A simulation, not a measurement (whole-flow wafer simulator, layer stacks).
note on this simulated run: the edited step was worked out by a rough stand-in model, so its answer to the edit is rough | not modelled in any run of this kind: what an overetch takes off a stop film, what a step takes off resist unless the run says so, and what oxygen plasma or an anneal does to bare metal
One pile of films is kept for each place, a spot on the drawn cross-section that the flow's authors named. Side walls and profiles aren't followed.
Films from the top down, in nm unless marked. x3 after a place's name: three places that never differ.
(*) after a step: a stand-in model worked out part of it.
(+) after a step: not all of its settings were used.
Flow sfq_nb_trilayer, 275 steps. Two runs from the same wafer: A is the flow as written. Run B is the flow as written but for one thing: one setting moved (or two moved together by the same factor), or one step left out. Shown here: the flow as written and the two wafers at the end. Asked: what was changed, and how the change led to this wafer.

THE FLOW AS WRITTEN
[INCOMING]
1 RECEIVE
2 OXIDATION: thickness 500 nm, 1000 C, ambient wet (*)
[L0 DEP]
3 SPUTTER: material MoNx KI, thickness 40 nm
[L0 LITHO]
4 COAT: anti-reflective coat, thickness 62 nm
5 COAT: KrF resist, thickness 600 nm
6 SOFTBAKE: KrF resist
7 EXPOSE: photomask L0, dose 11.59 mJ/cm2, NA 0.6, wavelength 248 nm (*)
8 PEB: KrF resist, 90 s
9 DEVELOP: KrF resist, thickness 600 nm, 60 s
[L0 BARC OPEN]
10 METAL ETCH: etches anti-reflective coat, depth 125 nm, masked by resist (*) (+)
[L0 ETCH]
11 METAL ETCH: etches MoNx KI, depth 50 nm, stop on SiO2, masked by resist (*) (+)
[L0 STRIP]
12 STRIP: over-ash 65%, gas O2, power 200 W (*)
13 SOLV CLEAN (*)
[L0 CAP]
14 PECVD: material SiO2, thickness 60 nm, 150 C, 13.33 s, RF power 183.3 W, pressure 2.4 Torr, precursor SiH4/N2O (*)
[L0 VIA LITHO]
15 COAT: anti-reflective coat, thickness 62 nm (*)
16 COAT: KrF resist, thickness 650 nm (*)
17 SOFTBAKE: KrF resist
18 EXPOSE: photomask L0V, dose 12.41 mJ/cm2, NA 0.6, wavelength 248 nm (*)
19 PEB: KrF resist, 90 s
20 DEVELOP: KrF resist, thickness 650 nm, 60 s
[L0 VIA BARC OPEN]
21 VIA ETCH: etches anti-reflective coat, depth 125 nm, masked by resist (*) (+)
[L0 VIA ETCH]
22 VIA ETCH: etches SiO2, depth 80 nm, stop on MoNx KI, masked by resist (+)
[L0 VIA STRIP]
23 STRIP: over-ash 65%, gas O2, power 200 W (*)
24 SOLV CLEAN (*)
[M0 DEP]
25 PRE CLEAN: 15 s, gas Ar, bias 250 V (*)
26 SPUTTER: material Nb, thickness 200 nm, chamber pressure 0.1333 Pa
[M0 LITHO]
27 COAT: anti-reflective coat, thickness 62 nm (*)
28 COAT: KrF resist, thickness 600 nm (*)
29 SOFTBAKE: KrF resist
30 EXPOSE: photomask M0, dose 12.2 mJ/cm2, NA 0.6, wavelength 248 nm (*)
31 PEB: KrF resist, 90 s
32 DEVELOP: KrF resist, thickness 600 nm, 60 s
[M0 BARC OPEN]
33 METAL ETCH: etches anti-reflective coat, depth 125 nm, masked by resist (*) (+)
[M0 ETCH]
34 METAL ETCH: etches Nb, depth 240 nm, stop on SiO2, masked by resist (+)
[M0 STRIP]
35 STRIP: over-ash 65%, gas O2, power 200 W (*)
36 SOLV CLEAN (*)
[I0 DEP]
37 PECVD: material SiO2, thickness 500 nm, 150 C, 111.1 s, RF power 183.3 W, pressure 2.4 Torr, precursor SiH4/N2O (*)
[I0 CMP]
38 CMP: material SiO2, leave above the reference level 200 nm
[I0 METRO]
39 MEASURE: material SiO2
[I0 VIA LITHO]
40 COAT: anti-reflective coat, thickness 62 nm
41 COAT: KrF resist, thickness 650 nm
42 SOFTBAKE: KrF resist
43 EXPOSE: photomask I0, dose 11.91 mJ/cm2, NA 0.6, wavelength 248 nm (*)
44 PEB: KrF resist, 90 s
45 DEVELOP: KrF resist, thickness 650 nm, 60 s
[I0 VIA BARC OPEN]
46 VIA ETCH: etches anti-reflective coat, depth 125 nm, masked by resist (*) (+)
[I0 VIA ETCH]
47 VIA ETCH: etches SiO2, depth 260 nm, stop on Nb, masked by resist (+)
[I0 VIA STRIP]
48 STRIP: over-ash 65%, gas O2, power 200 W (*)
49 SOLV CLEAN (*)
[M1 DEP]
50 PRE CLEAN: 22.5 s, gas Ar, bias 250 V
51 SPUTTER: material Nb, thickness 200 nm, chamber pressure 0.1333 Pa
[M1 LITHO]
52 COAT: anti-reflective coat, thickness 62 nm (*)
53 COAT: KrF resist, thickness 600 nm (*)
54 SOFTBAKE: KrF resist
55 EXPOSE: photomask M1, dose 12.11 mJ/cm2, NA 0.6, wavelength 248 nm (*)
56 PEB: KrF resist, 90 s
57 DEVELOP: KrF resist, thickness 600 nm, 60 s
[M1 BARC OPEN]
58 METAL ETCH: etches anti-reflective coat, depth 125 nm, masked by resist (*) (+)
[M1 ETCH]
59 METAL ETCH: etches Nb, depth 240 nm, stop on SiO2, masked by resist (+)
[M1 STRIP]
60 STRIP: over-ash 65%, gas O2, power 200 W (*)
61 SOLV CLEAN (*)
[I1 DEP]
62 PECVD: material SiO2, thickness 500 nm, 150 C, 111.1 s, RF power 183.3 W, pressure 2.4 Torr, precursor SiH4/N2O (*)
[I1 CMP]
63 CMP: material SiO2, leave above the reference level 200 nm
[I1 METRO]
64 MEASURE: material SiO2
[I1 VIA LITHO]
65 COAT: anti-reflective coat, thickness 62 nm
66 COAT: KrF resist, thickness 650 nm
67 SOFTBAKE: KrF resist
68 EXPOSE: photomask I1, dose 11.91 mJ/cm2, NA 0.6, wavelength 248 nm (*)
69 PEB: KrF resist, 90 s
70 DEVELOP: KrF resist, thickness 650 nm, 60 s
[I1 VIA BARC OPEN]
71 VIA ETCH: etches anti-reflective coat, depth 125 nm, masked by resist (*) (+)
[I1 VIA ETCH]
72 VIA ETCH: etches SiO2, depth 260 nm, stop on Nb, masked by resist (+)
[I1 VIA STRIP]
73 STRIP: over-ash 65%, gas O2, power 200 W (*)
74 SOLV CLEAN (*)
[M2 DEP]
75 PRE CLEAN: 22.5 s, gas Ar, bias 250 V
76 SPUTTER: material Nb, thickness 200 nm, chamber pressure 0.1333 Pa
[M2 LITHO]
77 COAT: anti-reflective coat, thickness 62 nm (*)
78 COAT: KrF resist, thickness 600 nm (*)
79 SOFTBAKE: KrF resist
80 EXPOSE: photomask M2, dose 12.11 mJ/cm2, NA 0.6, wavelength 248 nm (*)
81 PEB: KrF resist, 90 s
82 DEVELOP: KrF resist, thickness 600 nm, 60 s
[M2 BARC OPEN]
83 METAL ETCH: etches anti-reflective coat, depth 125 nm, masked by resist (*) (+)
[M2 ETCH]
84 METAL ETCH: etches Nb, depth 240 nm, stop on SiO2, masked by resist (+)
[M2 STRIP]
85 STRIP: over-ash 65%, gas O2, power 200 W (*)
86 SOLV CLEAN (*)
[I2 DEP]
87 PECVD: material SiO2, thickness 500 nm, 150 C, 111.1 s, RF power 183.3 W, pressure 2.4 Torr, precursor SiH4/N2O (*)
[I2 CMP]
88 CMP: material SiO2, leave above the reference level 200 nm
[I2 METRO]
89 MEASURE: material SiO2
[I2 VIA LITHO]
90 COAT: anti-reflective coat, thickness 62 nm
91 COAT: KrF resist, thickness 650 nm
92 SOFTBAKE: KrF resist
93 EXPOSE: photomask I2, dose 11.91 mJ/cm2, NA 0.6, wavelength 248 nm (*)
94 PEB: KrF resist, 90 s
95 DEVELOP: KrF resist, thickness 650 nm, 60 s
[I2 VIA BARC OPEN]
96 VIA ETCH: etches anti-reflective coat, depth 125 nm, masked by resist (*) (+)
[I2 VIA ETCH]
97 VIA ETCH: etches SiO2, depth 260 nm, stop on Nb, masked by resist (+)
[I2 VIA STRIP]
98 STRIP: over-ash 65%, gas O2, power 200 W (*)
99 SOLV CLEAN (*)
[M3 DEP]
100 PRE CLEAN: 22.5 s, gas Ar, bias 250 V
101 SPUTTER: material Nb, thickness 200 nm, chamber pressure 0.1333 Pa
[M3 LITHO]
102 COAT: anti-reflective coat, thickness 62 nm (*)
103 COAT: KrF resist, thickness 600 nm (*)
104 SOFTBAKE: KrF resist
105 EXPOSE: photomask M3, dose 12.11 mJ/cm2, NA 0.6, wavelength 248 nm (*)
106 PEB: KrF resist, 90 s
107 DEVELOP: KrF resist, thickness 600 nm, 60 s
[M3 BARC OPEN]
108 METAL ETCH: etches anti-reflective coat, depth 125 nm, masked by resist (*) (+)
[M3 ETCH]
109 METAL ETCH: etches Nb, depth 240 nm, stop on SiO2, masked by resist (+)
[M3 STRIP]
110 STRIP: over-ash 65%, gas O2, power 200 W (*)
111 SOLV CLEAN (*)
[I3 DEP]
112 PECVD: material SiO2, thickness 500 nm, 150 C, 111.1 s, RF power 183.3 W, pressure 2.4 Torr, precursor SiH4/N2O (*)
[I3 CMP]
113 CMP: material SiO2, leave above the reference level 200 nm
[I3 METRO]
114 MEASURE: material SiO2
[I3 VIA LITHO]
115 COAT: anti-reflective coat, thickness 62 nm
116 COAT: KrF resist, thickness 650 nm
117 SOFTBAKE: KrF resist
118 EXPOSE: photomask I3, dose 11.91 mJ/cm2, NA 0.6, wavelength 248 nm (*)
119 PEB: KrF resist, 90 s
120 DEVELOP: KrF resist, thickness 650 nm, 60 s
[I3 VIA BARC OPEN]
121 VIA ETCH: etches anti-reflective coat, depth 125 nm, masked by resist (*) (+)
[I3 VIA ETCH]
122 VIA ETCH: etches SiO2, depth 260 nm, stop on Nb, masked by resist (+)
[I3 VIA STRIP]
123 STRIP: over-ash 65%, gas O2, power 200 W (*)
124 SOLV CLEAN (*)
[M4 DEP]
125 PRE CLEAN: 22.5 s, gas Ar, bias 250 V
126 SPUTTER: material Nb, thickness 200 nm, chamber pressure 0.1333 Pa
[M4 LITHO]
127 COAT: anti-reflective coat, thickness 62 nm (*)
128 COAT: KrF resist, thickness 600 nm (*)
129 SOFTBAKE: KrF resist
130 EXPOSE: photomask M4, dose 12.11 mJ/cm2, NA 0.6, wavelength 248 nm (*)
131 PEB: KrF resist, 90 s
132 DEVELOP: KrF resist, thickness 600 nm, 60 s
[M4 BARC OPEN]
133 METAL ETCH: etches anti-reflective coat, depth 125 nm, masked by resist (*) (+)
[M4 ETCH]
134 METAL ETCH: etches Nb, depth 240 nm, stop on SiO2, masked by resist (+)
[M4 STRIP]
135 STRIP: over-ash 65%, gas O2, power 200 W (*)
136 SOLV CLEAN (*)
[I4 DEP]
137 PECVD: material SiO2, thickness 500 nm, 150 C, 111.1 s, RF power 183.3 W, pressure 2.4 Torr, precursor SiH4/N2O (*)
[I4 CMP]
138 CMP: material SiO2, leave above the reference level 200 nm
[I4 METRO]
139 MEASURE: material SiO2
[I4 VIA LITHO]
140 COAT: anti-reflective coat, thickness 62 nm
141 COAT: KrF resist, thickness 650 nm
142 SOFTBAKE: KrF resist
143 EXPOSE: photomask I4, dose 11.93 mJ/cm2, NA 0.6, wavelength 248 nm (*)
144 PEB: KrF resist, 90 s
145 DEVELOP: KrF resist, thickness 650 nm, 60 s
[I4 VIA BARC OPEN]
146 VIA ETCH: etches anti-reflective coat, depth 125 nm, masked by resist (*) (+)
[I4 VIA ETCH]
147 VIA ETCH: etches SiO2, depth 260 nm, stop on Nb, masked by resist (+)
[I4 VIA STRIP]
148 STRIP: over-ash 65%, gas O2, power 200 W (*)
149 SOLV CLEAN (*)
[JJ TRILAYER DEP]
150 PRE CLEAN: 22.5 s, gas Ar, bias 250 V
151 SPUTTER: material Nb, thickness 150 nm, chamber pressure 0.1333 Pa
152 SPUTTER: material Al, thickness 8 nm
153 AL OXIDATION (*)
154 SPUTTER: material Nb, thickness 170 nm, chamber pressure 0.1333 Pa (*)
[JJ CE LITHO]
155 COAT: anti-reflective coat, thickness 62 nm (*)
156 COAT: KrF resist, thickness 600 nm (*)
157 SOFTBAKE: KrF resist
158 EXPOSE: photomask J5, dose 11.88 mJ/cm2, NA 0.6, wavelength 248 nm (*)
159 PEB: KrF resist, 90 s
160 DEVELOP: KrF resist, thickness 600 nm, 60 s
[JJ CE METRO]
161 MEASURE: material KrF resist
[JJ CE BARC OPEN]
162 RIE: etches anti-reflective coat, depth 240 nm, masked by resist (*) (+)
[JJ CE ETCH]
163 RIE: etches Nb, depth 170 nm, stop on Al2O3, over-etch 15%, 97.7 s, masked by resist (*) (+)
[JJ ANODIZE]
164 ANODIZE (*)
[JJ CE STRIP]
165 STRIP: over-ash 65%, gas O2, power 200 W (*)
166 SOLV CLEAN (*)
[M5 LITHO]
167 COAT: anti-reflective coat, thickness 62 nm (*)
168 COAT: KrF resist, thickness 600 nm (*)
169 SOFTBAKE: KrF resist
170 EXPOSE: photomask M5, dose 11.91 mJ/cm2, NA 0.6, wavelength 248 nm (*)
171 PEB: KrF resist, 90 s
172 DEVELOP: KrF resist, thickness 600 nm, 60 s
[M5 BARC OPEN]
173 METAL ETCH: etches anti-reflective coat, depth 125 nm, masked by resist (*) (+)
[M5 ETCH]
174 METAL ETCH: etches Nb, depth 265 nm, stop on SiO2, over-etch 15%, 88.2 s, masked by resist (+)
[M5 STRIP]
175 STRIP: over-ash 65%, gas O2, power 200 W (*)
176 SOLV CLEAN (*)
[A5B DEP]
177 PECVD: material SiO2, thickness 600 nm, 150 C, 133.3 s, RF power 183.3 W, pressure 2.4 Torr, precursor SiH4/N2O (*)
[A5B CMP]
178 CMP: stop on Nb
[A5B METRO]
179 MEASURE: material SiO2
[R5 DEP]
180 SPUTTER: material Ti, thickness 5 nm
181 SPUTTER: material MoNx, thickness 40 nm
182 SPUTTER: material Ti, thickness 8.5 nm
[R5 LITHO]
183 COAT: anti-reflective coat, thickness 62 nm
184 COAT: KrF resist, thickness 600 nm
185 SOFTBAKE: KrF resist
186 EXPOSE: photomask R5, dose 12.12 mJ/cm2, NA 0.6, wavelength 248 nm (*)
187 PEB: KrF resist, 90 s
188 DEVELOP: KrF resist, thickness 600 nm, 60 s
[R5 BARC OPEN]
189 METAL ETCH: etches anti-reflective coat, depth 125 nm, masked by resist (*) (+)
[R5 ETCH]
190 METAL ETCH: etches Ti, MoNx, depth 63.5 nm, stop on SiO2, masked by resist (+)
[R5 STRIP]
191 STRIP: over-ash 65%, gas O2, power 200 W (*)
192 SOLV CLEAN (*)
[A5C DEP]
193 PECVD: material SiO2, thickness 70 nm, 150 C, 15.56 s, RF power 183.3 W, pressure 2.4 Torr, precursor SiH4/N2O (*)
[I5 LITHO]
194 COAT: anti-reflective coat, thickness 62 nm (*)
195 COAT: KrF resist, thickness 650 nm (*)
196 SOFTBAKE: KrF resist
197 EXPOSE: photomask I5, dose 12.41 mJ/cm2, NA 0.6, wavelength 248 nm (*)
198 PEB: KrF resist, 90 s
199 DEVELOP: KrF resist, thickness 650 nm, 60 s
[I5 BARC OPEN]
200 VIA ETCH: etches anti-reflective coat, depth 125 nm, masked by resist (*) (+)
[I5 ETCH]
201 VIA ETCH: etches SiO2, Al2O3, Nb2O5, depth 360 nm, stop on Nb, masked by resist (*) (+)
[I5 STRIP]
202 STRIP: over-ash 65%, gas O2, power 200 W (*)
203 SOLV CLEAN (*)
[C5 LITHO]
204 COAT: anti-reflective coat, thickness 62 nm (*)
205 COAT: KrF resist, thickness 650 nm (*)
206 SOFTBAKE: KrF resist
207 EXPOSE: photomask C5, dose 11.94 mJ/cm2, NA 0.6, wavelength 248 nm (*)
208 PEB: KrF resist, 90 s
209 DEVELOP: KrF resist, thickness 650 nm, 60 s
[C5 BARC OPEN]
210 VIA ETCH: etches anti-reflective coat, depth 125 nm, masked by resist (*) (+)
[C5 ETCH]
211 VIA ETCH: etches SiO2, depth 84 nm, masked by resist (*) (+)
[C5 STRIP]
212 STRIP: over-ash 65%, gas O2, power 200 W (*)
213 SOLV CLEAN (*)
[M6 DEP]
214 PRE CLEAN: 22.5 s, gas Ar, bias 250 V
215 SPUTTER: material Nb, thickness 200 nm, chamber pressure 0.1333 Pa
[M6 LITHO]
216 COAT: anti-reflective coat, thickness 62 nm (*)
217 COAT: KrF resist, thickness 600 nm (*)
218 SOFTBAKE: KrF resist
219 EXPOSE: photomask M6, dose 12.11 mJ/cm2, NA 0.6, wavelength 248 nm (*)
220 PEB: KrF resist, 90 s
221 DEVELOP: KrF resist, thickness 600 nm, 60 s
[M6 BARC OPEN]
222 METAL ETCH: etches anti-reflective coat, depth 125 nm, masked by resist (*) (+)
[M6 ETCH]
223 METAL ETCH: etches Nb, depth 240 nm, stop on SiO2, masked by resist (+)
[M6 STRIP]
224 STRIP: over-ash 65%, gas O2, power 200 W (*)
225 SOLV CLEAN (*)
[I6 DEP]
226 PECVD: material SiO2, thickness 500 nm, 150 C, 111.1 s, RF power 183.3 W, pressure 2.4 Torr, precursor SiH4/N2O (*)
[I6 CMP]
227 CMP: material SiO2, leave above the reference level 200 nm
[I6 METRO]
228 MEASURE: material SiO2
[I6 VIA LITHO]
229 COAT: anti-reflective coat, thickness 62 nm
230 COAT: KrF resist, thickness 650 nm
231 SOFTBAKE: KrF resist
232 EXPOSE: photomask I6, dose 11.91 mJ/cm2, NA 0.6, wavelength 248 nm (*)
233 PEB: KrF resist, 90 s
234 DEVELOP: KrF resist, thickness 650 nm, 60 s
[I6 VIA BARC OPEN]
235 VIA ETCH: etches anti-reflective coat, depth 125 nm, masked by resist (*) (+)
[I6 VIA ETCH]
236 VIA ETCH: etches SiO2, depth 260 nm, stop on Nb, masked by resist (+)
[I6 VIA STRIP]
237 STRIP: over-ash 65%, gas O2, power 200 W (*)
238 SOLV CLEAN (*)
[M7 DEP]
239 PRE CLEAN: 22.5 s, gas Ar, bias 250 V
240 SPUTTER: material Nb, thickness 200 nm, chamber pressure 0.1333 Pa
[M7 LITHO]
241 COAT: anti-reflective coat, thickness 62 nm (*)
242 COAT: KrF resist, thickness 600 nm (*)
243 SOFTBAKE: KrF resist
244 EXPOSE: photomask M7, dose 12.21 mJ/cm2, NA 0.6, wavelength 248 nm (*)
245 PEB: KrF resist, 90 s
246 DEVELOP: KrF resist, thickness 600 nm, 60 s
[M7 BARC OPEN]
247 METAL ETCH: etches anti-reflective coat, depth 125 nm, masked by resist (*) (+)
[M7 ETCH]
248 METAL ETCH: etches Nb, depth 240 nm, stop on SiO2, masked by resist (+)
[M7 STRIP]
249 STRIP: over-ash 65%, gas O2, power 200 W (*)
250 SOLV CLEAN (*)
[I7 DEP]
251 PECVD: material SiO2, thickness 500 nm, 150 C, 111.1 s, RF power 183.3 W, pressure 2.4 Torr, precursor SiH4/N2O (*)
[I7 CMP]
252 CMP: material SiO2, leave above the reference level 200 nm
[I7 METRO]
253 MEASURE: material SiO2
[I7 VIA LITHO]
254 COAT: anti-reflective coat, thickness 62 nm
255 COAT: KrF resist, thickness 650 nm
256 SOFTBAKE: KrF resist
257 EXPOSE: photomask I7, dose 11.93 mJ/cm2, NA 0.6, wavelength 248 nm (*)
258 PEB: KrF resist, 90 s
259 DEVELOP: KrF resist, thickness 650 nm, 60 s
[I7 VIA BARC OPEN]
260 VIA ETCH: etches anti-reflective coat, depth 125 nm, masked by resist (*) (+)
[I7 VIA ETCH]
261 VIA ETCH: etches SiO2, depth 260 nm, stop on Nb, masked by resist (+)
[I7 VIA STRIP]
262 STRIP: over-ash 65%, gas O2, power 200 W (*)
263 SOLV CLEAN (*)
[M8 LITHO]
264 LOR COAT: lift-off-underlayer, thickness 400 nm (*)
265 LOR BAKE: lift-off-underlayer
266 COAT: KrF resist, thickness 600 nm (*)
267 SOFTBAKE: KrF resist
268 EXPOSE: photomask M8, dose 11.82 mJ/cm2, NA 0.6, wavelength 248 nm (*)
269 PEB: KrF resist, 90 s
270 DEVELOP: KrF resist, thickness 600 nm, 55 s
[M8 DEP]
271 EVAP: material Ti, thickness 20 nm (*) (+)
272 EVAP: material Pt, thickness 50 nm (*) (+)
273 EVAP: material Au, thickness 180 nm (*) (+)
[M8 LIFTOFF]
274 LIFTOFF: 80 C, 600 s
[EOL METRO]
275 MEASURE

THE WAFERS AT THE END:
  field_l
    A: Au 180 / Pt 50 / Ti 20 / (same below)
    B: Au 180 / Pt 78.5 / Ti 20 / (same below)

The cause: step 272, EVAP: thickness 78.5 nm was run, where the flow has thickness 50 nm.
It can be read off the wafer: field_l has Pt 78.5, and step 272 as written asks for 50 nm.

How the change led to this, step by step:
  272 EVAP: material Pt, thickness 50 nm (*) (+)
      field_l, v_sur, via_wl and 103 more: A Pt +50 (new film) | B Pt +78.5 (new film)
  274 LIFTOFF: 80 C, 600 s
      p4_fl, p4_fm, p4_w1 and 71 more: A Au -180 (all of it), Pt -50 (all of it), Ti -20 (all of it), KrF resist -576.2 (all of it), lift-off-underlayer -400 (all of it) | B Au -180 (all of it), Pt -78.5 (all of it), Ti -20 (all of it), KrF resist -576.2 (all of it), lift-off-underlayer -400 (all of it)
      c5j, ce_r: A Au -180 (all of it), Pt -50 (all of it), Ti -20 (all of it), KrF resist -573.3 (all of it), lift-off-underlayer -399.3 (all of it) | B Au -180 (all of it), Pt -78.5 (all of it), Ti -20 (all of it), KrF resist -573.3 (all of it), lift-off-underlayer -399.3 (all of it)
      (and at 19 more places)
